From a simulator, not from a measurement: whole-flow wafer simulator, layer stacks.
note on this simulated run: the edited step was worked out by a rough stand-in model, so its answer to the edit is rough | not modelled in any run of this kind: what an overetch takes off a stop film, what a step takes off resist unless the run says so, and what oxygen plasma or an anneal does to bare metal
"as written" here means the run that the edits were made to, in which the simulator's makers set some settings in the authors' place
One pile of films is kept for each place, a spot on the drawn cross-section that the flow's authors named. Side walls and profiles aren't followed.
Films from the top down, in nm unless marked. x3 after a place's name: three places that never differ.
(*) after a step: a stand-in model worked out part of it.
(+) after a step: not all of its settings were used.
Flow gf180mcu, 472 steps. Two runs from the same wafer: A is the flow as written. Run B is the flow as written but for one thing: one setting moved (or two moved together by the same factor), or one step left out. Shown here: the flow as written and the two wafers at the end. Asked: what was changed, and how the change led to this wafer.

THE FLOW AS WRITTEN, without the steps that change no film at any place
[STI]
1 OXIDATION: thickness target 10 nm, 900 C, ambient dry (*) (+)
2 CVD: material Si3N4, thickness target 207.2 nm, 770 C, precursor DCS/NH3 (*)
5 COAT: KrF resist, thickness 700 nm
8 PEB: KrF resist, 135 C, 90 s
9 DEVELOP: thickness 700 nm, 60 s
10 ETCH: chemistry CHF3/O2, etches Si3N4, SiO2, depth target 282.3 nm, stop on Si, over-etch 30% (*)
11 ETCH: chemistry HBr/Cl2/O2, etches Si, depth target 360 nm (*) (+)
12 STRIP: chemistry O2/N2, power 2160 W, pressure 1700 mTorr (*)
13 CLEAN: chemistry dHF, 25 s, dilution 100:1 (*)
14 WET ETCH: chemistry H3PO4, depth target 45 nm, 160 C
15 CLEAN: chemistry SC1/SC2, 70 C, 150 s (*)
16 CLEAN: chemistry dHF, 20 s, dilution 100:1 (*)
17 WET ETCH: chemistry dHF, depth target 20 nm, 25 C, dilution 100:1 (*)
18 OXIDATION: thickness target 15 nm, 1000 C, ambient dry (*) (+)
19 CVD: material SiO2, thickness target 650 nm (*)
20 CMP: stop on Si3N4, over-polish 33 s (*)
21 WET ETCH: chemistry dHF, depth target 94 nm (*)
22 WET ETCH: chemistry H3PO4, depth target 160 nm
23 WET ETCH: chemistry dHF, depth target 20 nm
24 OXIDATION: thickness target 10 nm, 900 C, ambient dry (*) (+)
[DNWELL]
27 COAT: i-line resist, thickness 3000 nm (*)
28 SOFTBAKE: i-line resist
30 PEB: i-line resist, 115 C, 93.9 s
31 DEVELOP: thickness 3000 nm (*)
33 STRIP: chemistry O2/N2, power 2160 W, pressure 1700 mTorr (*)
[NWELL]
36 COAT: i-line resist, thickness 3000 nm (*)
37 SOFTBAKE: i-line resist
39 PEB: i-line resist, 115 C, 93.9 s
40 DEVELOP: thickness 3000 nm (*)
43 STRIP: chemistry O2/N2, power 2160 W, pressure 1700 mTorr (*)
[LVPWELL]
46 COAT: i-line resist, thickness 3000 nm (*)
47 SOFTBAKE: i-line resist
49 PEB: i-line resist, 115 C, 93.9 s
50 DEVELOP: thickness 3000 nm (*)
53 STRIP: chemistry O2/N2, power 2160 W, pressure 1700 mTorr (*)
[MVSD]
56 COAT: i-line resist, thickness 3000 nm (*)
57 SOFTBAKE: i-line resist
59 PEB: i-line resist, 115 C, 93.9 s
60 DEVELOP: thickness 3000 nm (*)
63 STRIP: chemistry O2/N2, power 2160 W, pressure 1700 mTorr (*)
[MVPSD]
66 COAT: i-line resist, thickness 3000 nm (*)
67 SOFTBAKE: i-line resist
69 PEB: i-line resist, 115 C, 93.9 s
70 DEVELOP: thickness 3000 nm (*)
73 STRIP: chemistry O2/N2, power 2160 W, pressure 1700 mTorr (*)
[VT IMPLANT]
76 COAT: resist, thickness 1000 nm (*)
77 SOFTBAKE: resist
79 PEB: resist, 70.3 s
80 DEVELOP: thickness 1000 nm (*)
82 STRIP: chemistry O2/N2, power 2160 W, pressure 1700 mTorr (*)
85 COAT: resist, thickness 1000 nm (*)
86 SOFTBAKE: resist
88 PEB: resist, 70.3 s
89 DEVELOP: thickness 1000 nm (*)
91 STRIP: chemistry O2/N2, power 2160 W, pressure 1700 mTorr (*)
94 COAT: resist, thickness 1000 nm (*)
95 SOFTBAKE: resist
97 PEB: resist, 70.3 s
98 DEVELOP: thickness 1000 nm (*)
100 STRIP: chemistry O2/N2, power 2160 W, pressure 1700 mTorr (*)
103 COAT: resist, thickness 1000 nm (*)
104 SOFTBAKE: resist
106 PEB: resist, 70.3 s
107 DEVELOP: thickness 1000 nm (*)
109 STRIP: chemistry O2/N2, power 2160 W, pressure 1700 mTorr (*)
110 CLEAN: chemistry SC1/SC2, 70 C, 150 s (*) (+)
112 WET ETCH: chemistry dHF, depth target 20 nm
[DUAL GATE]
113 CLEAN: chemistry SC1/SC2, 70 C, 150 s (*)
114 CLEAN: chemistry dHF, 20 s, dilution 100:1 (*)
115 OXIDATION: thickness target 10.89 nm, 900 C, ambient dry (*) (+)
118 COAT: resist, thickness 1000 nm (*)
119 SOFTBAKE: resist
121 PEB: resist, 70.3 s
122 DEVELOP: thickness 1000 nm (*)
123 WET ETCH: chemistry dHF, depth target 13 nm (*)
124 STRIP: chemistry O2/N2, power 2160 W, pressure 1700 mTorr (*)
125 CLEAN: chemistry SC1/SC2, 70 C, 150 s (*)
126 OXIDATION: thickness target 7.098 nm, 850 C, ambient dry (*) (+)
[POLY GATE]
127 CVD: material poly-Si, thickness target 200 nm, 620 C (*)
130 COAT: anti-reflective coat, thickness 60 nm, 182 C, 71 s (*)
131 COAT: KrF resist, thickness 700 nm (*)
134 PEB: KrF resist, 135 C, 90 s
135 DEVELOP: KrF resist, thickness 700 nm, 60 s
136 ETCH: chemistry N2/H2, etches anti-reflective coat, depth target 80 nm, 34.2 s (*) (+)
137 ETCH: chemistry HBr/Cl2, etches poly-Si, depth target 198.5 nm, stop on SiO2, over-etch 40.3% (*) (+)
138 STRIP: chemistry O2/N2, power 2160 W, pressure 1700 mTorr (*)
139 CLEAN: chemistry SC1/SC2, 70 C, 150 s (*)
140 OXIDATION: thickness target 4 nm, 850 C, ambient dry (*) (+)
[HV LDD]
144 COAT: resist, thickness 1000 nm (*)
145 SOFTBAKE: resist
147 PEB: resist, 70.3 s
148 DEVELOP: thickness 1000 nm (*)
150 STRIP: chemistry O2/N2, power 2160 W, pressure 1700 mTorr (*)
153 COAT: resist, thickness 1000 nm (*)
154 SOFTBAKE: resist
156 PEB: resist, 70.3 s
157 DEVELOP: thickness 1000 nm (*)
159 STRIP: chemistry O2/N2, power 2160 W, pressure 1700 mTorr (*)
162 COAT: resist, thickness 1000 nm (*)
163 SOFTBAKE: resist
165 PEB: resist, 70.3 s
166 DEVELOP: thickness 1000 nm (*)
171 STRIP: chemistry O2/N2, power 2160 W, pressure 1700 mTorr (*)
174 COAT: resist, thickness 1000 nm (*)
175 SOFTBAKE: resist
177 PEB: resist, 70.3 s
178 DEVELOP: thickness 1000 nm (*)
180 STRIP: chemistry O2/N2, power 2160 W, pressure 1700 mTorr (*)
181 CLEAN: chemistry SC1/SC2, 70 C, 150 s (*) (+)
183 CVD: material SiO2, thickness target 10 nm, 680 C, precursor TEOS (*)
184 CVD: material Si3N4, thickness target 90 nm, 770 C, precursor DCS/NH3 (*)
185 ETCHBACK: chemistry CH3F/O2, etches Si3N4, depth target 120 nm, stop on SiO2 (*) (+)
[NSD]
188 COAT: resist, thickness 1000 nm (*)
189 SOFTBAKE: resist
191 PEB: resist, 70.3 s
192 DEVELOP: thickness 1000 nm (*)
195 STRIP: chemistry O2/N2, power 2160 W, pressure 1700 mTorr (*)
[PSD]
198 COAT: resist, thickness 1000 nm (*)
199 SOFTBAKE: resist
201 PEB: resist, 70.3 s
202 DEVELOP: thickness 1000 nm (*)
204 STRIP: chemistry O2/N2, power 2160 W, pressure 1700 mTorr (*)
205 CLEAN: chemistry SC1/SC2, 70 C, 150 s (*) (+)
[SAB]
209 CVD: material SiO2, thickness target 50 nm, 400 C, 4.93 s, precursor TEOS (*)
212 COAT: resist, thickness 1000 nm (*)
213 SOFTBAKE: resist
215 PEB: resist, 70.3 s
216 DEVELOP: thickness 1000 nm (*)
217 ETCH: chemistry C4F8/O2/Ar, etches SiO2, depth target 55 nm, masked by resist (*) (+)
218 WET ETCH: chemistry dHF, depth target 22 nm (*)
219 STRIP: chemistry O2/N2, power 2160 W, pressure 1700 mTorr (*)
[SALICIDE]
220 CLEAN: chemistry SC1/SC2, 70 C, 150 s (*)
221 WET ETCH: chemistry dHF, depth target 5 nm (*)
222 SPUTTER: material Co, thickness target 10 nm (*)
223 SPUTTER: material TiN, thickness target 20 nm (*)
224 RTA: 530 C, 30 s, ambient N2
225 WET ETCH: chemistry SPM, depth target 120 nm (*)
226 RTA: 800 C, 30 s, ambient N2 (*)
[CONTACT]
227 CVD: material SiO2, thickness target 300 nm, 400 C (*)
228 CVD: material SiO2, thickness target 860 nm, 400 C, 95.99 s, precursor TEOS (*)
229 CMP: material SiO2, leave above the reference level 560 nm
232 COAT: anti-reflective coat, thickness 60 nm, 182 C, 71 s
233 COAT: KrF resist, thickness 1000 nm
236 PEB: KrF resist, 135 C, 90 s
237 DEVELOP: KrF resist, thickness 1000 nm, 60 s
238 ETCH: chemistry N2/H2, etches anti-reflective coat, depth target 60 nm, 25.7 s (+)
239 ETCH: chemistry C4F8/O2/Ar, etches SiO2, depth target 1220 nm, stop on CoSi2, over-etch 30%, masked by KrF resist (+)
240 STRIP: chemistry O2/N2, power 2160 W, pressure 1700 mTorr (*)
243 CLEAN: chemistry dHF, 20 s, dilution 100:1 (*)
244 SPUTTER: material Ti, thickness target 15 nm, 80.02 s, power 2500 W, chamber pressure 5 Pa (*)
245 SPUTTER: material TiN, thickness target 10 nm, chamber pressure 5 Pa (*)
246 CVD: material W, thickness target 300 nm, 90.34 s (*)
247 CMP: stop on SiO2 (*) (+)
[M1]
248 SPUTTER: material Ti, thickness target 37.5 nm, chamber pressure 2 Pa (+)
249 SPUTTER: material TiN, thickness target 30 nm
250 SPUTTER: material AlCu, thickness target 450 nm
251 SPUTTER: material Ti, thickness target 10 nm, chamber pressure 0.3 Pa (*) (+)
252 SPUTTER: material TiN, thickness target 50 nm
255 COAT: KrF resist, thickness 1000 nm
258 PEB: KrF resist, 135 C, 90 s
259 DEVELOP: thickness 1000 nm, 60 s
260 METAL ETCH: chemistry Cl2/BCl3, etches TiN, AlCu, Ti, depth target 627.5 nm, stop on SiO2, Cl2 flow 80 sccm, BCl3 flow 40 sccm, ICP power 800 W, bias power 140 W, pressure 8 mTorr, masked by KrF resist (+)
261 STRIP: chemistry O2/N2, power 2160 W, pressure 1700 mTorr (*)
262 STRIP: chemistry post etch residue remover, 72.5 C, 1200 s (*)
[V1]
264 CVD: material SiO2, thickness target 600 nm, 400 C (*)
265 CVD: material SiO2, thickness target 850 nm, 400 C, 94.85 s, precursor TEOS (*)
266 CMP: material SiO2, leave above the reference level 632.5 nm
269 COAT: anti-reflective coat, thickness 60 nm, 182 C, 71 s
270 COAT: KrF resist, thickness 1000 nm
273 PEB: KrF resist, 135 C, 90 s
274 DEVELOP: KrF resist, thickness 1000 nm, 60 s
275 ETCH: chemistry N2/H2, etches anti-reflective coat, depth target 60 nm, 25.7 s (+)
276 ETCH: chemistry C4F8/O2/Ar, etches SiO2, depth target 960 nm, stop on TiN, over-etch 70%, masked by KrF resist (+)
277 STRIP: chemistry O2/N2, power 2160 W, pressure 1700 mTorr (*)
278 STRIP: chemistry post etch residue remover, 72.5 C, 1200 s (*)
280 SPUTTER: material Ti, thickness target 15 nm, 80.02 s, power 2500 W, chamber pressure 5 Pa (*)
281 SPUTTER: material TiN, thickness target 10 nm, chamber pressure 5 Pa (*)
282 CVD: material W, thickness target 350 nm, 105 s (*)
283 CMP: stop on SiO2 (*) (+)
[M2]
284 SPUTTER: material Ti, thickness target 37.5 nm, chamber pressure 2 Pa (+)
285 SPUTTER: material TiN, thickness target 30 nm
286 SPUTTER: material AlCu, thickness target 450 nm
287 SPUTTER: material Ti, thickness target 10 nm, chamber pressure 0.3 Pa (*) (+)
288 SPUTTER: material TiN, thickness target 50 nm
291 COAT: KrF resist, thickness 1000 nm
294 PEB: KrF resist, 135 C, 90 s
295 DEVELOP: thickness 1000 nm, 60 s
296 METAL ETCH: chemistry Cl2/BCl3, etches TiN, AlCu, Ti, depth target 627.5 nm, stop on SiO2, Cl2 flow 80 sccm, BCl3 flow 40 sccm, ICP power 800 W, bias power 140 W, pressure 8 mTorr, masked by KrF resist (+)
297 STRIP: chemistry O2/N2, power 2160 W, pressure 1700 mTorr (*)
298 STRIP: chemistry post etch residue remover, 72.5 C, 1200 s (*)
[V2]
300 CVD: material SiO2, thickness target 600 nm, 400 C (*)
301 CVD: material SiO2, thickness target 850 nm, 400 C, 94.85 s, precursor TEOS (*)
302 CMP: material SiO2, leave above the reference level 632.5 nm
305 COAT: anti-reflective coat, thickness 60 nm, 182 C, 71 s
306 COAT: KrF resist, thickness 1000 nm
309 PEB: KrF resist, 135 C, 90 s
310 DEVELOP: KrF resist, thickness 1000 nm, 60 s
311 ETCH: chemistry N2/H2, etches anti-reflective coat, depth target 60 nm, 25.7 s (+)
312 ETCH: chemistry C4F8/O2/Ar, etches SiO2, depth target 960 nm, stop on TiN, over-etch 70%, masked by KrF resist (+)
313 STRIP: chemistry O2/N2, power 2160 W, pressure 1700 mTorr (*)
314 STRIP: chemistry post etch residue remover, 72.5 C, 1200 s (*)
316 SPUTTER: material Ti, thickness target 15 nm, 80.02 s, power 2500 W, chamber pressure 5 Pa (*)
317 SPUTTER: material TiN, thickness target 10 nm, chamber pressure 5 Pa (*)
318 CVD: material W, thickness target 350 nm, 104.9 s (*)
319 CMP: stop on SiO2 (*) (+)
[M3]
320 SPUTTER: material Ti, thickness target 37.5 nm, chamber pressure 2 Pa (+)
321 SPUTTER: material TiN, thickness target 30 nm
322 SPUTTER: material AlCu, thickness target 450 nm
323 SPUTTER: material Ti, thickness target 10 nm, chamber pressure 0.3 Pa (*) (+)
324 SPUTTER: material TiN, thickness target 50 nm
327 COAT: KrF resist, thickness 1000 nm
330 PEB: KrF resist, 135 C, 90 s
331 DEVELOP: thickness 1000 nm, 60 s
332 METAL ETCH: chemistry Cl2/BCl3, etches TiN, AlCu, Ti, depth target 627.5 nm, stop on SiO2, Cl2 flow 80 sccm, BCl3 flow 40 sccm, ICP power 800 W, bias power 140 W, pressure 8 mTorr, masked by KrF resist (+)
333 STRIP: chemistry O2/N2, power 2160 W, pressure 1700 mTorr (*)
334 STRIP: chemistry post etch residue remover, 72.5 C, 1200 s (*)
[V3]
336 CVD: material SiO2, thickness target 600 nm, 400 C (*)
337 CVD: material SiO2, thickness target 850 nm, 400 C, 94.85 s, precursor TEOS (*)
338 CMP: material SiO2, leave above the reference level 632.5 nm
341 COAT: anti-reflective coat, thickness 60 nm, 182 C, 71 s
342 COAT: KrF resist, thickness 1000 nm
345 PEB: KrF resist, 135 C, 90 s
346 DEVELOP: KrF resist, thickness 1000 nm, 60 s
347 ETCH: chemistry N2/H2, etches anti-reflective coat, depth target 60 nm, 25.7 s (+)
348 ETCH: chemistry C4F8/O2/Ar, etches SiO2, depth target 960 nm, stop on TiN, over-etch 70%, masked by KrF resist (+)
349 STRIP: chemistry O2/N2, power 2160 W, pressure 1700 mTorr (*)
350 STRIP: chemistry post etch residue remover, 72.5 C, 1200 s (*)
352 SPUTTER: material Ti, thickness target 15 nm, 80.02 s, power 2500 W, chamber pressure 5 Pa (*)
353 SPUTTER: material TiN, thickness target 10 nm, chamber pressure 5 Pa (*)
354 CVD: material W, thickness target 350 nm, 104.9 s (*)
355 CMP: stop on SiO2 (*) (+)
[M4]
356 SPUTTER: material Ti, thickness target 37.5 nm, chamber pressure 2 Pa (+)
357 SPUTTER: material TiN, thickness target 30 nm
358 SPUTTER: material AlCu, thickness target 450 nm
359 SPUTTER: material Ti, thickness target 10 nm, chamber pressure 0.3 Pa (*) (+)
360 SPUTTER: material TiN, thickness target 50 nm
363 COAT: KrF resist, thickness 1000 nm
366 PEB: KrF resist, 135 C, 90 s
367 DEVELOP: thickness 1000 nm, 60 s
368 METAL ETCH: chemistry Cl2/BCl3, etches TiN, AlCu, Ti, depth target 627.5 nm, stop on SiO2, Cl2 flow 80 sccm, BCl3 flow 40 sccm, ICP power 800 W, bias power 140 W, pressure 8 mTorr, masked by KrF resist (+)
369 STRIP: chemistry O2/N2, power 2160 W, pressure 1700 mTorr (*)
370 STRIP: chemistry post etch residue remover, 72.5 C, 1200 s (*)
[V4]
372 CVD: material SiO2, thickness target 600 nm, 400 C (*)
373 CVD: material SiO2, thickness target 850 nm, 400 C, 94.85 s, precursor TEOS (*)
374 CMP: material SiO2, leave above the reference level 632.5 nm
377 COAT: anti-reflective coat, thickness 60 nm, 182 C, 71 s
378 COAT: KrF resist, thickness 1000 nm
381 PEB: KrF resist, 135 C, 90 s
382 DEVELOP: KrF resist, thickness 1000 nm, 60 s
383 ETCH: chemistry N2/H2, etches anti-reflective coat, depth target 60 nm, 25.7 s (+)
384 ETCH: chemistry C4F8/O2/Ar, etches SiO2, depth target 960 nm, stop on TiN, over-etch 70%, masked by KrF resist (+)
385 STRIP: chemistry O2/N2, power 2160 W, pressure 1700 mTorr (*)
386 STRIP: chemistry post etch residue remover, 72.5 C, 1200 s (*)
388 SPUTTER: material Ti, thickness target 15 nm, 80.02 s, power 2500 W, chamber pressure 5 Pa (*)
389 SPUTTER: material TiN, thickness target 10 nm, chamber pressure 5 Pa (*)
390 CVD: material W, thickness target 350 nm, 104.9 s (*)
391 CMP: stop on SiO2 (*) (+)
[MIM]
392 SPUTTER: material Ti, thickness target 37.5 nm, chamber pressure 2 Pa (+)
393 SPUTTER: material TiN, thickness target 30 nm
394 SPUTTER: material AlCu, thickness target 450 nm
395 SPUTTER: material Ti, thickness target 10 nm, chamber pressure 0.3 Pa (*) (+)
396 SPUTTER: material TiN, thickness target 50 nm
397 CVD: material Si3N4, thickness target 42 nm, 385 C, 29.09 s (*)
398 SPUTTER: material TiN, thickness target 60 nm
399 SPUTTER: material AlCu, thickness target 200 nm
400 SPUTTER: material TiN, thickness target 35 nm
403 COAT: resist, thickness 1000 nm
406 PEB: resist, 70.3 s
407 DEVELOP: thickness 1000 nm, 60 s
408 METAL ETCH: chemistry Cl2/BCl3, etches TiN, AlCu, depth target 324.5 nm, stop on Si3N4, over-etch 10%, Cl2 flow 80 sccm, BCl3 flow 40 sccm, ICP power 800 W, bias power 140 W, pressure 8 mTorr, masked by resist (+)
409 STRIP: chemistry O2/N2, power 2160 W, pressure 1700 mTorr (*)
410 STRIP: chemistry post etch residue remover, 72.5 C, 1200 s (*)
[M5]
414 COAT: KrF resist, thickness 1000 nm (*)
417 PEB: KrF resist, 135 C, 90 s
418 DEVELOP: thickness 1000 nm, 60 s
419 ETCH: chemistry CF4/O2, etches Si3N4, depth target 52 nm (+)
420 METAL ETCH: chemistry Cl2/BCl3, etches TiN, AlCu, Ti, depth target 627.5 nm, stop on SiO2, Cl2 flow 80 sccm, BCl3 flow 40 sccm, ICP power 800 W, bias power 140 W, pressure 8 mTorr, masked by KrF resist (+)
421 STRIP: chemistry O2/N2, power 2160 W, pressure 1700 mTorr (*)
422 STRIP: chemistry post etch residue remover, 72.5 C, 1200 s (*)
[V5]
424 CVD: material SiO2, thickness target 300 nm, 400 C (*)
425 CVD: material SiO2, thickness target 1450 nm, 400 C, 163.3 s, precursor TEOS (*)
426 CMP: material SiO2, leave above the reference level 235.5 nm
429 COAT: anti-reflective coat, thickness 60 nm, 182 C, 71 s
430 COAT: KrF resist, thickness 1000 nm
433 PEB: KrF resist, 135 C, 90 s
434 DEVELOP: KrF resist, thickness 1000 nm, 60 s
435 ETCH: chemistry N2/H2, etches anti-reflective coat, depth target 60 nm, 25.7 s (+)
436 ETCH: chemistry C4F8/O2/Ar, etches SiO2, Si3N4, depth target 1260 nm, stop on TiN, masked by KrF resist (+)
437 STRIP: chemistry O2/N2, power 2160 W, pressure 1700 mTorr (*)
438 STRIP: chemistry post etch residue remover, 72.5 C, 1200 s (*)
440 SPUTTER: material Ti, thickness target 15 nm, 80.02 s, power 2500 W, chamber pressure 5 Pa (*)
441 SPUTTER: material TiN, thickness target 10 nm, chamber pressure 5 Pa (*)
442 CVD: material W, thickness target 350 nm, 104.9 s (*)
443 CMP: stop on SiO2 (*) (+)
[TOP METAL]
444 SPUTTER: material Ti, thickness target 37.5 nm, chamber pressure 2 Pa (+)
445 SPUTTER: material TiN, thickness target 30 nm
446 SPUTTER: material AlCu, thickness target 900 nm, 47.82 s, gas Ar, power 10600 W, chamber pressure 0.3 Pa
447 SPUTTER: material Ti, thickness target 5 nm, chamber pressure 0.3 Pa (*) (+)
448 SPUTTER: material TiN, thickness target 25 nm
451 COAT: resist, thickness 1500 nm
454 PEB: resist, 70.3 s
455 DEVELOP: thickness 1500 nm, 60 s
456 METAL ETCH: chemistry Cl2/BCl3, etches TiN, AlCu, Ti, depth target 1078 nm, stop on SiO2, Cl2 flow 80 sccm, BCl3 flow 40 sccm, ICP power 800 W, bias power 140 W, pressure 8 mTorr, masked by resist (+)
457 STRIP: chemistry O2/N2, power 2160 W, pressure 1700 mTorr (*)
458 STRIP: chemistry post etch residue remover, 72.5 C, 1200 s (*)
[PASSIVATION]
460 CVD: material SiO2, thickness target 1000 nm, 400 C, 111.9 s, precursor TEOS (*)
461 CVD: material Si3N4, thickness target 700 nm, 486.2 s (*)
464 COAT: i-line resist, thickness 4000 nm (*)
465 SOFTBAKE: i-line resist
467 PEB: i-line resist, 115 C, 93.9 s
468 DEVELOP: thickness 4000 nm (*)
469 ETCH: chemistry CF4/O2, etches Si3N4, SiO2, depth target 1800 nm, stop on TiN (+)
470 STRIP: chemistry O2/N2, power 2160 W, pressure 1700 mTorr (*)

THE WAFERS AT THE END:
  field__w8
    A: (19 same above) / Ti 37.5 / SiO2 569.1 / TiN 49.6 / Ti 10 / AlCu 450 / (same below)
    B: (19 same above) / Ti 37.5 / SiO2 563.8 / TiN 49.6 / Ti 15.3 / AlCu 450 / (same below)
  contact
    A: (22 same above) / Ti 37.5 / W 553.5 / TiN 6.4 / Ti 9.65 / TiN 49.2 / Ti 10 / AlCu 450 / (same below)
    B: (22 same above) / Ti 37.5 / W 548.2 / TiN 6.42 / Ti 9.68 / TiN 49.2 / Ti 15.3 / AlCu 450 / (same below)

The cause: step 323, SPUTTER: thickness target 15.3 nm was run, where the flow has thickness target 10 nm.
It can be read off the wafer: field__w8 has Ti 15.3, and step 323 as written asks for 10 nm.

How the change led to this, step by step:
  323 SPUTTER: material Ti, thickness target 10 nm, chamber pressure 0.3 Pa (*) (+)
      field, field__w1, field__w2 and 108 more: A Ti +10 (new film) | B Ti +15.3 (new film)
  332 METAL ETCH: chemistry Cl2/BCl3, etches TiN, AlCu, Ti, depth target 627.5 nm, stop on SiO2, Cl2 flow 80 sccm, BCl3 flow 40 sccm, ICP power 800 W, bias power 140 W, pressure 8 mTorr, masked by KrF resist (+)
      field, field__w1, field__w2 and 103 more: A TiN -50 (all of it), Ti -10 (all of it), AlCu -450 (all of it), TiN -30 (all of it), Ti -37.5 (all of it) | B TiN -50 (all of it), Ti -15.3 (all of it), AlCu -450 (all of it), TiN -30 (all of it), Ti -37.5 (all of it)
